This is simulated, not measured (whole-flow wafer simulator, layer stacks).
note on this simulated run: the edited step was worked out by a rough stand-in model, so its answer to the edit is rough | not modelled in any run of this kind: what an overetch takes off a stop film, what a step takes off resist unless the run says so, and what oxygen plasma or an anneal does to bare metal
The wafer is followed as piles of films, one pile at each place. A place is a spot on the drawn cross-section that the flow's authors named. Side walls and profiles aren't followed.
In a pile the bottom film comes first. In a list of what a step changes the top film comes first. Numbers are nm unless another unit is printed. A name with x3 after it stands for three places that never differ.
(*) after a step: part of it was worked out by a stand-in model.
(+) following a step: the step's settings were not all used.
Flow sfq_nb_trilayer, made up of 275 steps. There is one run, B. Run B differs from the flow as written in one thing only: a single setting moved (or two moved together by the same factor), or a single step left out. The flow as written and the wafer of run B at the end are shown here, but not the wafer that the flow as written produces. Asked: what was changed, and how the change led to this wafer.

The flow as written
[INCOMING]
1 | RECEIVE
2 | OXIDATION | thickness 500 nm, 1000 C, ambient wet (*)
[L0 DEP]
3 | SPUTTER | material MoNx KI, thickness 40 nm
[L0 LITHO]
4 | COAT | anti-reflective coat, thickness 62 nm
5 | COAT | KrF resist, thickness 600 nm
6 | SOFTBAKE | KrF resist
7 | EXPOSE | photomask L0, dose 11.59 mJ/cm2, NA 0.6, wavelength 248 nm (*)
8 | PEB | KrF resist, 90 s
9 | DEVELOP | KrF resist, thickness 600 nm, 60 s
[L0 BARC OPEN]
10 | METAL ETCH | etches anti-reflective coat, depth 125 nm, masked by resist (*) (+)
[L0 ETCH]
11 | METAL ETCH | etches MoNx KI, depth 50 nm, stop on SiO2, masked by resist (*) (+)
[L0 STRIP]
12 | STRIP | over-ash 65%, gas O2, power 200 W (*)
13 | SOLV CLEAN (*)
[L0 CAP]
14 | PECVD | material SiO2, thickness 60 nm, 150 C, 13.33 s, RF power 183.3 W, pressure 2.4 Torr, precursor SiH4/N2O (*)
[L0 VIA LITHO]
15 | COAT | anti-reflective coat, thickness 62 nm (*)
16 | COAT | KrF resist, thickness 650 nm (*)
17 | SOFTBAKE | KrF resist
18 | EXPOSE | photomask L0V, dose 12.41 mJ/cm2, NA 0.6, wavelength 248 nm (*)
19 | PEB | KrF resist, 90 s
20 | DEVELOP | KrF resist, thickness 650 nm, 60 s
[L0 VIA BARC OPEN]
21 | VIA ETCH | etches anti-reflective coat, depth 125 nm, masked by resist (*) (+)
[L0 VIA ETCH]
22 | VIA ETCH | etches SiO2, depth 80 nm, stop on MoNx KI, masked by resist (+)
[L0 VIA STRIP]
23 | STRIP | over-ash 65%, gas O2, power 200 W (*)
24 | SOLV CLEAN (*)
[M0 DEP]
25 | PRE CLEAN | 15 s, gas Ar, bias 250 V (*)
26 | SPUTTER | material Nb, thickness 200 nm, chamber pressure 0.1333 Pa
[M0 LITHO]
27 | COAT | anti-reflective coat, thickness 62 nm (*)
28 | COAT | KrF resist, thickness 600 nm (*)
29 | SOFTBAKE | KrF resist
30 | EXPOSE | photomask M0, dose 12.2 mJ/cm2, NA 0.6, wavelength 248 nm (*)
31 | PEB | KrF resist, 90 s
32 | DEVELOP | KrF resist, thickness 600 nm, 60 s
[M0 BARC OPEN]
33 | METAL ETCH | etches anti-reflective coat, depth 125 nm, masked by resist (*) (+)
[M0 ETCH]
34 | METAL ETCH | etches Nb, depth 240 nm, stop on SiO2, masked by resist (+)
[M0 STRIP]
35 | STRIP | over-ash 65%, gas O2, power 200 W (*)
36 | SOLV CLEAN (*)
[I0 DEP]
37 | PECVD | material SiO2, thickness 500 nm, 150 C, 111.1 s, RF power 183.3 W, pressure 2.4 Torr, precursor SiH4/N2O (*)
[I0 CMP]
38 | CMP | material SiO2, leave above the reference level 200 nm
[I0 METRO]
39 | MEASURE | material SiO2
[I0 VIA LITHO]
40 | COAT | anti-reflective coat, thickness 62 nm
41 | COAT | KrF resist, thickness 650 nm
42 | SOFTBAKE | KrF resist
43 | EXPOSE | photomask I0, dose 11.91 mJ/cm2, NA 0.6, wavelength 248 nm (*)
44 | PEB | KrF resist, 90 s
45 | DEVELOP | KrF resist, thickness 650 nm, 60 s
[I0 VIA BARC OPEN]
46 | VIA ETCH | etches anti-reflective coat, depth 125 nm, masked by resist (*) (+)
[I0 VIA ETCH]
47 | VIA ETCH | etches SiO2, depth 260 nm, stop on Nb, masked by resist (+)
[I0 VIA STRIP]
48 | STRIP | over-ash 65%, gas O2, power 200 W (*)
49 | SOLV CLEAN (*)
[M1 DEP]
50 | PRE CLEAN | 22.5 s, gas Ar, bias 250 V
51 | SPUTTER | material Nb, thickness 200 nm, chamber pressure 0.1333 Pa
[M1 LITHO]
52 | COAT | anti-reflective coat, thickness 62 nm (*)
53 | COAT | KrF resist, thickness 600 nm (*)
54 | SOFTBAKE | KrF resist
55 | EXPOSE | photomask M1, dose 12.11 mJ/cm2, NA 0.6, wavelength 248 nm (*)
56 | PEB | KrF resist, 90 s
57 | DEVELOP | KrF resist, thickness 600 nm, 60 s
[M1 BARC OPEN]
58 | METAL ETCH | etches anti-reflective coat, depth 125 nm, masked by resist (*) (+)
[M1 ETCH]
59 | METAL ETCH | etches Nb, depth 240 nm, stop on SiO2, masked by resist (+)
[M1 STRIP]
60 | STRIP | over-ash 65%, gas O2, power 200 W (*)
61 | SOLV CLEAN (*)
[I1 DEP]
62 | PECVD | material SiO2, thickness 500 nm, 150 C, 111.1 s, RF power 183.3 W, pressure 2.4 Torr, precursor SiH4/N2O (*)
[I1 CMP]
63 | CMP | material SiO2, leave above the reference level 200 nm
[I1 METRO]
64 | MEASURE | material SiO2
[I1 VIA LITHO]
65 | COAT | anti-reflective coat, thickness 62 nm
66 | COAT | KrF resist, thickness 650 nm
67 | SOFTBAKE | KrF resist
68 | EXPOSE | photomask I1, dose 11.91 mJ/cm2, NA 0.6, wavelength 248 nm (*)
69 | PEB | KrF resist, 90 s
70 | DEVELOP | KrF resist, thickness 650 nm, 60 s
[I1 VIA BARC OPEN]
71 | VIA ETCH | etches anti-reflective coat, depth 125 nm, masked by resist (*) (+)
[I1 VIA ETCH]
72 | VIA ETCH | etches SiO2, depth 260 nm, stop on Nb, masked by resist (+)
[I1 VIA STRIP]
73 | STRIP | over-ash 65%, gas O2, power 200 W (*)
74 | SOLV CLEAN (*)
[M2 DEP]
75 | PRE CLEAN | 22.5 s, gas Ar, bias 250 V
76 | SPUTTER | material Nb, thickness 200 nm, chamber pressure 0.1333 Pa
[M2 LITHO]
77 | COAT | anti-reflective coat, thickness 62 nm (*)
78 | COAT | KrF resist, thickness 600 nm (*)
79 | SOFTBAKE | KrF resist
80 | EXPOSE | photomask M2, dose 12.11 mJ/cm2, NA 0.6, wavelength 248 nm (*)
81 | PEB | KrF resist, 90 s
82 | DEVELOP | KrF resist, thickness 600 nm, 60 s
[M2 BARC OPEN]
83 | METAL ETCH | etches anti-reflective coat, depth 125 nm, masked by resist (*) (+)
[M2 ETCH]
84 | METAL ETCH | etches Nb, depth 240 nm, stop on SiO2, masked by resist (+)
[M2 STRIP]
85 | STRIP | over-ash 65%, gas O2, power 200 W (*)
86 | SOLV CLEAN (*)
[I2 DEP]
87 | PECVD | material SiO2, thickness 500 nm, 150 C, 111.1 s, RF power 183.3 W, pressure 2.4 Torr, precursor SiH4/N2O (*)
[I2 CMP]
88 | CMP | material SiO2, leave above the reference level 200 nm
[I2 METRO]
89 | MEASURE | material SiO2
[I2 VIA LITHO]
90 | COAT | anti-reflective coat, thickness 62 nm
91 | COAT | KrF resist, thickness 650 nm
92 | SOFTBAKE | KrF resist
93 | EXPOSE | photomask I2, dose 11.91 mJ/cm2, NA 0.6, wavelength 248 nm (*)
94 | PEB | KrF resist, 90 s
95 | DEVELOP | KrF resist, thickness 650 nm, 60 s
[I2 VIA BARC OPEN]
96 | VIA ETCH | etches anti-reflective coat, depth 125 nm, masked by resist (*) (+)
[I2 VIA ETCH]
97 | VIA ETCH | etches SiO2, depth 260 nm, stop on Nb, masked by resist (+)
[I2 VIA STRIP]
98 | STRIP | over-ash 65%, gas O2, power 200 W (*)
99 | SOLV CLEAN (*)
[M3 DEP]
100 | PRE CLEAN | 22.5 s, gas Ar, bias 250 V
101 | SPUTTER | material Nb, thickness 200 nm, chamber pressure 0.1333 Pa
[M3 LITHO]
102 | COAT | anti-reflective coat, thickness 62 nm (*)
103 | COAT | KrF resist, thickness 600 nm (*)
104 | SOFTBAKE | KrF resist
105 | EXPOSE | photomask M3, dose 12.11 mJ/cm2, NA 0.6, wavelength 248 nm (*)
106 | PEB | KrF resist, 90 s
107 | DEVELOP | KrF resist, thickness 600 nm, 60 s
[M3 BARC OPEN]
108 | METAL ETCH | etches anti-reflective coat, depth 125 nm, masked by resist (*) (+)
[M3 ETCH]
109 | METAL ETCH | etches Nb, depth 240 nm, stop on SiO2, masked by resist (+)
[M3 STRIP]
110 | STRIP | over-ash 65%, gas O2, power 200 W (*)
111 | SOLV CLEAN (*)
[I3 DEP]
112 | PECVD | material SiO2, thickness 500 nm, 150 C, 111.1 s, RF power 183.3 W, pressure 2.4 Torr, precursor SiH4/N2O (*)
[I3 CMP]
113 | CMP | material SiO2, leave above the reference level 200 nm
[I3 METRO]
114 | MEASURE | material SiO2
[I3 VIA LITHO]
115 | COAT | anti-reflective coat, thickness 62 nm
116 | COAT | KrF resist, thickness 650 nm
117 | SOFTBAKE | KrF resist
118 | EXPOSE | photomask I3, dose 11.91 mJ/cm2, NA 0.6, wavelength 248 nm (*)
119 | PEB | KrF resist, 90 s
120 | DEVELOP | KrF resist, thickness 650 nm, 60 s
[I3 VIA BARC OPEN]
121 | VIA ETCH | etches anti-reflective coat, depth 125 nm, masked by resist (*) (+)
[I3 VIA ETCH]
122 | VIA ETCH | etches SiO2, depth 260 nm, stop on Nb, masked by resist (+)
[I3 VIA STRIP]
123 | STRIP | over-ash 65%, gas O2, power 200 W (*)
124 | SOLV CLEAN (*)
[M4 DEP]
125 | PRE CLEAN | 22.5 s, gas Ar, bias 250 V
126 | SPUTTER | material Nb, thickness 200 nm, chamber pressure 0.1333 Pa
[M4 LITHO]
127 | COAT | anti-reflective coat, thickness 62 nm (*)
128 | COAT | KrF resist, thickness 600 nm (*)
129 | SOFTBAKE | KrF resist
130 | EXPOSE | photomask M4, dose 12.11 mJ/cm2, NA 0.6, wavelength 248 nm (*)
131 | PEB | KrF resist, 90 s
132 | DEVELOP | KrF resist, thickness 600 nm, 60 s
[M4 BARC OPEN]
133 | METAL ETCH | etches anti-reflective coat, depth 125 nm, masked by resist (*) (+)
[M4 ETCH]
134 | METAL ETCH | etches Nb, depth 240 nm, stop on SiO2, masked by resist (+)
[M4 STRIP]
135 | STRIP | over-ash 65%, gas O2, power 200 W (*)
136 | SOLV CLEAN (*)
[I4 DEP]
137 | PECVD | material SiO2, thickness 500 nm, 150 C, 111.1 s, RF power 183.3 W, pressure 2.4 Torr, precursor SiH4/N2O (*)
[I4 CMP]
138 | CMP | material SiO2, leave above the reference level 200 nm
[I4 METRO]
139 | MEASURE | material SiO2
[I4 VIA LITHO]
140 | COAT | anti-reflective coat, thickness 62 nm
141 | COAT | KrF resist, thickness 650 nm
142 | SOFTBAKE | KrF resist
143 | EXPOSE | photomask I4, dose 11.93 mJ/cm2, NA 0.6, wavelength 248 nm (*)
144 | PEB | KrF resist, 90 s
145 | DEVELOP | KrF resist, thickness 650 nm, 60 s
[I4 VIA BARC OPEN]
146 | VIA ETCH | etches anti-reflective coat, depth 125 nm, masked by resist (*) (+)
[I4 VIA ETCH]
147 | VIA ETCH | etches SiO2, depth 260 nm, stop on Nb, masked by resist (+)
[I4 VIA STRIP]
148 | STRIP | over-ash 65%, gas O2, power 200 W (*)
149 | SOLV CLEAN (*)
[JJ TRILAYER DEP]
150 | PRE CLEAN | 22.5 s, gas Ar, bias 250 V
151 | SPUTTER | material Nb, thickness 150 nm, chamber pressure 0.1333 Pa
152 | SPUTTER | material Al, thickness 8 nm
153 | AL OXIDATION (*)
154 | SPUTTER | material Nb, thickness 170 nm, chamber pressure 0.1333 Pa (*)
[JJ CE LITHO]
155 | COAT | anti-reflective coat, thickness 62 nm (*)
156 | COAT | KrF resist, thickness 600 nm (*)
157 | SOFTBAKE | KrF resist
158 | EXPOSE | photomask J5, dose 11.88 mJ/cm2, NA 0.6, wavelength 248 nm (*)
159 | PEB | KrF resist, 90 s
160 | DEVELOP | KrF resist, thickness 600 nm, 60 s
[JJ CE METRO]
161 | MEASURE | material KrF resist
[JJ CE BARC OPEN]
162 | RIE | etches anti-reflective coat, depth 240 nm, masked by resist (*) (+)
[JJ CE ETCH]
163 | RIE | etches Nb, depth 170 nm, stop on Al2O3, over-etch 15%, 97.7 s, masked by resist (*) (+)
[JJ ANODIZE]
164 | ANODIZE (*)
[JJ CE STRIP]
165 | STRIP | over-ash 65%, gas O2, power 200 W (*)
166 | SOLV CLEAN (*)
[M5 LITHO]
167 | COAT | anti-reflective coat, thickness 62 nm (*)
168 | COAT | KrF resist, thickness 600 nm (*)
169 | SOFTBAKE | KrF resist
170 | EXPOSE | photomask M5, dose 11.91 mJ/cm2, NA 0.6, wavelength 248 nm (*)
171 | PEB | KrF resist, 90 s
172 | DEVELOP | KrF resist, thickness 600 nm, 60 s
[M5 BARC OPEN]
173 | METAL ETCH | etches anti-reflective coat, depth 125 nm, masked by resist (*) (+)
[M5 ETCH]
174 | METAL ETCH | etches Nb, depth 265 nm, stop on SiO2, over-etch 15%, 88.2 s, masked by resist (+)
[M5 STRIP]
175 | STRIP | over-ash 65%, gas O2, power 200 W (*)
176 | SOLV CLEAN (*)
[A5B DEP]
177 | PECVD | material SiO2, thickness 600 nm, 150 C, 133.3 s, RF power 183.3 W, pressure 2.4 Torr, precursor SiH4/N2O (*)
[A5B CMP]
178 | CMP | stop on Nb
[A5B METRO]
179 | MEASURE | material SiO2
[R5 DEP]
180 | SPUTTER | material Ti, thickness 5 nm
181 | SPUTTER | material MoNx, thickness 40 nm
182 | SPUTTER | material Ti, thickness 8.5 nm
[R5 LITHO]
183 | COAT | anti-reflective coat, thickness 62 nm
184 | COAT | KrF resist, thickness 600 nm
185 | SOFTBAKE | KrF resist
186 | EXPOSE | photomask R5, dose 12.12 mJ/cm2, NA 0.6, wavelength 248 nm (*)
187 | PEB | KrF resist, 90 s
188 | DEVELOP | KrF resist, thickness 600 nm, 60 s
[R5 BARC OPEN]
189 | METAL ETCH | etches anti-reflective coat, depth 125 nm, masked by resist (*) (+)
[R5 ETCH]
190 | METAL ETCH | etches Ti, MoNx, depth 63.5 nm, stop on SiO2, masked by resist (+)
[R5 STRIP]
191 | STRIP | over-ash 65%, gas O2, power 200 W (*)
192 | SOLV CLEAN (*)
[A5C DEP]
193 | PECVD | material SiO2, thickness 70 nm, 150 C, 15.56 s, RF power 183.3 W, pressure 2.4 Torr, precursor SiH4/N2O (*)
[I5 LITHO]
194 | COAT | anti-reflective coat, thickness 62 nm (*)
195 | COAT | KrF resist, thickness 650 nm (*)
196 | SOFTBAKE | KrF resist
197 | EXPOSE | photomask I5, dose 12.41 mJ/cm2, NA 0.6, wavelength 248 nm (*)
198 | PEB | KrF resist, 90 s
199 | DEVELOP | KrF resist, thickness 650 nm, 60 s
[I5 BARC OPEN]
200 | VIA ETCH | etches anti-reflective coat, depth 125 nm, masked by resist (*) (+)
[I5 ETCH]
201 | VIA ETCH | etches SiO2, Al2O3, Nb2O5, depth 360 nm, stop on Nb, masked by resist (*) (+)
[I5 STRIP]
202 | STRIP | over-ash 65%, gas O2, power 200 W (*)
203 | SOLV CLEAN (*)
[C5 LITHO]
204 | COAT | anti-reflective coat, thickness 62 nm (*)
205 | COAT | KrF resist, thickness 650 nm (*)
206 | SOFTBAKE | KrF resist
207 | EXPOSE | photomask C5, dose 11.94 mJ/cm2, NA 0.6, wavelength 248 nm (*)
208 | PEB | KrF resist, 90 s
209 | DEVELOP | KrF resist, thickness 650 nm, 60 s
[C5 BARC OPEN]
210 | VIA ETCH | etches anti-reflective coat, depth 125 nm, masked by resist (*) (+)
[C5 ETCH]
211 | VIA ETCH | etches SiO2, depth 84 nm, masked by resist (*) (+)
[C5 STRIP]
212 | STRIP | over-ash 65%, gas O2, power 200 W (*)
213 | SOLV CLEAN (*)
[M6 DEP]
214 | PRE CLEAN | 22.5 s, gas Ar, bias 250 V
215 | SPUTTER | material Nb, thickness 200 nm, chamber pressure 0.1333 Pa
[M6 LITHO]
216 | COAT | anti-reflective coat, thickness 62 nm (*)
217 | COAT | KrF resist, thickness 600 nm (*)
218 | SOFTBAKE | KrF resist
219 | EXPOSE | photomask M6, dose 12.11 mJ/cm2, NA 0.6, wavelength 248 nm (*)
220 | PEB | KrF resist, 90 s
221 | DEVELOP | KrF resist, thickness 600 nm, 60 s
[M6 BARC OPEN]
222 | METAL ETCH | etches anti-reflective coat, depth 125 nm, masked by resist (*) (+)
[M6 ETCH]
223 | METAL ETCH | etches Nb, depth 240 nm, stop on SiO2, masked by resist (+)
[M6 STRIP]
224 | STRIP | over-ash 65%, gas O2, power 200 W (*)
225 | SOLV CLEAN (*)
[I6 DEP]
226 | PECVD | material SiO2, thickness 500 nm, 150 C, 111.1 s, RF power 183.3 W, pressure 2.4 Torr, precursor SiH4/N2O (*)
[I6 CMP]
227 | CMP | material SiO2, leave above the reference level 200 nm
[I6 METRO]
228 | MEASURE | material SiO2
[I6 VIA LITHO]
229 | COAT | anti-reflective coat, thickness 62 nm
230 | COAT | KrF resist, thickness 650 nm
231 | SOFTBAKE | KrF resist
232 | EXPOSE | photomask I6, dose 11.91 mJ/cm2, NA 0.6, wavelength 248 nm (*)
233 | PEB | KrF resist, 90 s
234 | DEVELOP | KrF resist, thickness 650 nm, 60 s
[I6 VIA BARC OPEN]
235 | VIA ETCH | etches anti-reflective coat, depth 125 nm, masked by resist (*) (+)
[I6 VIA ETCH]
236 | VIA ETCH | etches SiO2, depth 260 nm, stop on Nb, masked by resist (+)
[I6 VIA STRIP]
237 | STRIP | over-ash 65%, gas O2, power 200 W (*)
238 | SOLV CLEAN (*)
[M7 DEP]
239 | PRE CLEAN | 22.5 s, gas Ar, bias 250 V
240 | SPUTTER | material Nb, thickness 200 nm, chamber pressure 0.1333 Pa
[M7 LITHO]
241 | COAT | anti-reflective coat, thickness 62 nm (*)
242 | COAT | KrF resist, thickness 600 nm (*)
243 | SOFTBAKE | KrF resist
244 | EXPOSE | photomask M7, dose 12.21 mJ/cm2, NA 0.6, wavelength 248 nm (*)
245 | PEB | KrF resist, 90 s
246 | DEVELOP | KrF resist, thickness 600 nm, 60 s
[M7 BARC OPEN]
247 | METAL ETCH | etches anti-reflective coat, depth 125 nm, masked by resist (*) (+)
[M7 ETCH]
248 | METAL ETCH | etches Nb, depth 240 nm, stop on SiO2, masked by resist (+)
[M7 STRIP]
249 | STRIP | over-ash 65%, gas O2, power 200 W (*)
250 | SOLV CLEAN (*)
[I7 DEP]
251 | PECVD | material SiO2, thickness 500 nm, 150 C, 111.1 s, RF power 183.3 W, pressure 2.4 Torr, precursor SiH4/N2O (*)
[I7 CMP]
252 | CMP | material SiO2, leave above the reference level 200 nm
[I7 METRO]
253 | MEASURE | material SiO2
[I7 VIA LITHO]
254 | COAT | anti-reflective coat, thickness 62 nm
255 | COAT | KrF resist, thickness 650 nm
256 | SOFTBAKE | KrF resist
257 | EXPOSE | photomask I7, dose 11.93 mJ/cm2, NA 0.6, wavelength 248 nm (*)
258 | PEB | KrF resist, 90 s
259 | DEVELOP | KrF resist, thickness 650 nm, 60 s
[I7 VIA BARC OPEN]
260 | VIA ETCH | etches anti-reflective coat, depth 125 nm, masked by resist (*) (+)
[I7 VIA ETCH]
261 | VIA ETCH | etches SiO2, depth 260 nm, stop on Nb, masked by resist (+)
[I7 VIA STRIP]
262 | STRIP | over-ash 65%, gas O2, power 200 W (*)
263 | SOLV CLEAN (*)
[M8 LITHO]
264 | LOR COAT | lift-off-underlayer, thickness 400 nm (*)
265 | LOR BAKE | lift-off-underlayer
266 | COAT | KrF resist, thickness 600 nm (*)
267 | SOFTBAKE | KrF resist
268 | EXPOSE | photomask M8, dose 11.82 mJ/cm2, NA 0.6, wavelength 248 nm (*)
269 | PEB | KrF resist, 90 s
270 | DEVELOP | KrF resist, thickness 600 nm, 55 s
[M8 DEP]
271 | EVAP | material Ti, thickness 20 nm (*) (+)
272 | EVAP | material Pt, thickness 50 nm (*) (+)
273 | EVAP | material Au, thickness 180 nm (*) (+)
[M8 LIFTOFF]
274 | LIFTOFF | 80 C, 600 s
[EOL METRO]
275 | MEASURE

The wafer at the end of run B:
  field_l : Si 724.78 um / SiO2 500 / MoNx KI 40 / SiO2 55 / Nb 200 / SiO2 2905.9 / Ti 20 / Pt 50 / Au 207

Cause: step 273, EVAP: thickness 207 nm was run, though the flow has thickness 180 nm.
The wafer itself shows it: field_l has Au 207, and step 273 as written asks for 180 nm.

Step by step, how the change led to this:
  273 | EVAP | material Au, thickness 180 nm (*) (+)
      field_l, v_sur, via_wl and 103 more: +207 Au (new film) (it would be, as written: +180 Au (new film))
  274 | LIFTOFF | 80 C, 600 s
      p4_fl, p4_fm, p4_w1 and 71 more: -207 Au (all of it), -50 Pt (all of it), -20 Ti (all of it), -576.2 KrF resist (all of it), -400 lift-off-underlayer (all of it) (it would be, as written: -180 Au (all of it), -50 Pt (all of it), -20 Ti (all of it), -576.2 KrF resist (all of it), -400 lift-off-underlayer (all of it))
      c5j, ce_r: -207 Au (all of it), -50 Pt (all of it), -20 Ti (all of it), -573.3 KrF resist (all of it), -399.3 lift-off-underlayer (all of it) (it would be, as written: -180 Au (all of it), -50 Pt (all of it), -20 Ti (all of it), -573.3 KrF resist (all of it), -399.3 lift-off-underlayer (all of it))
      (also at 19 further places)
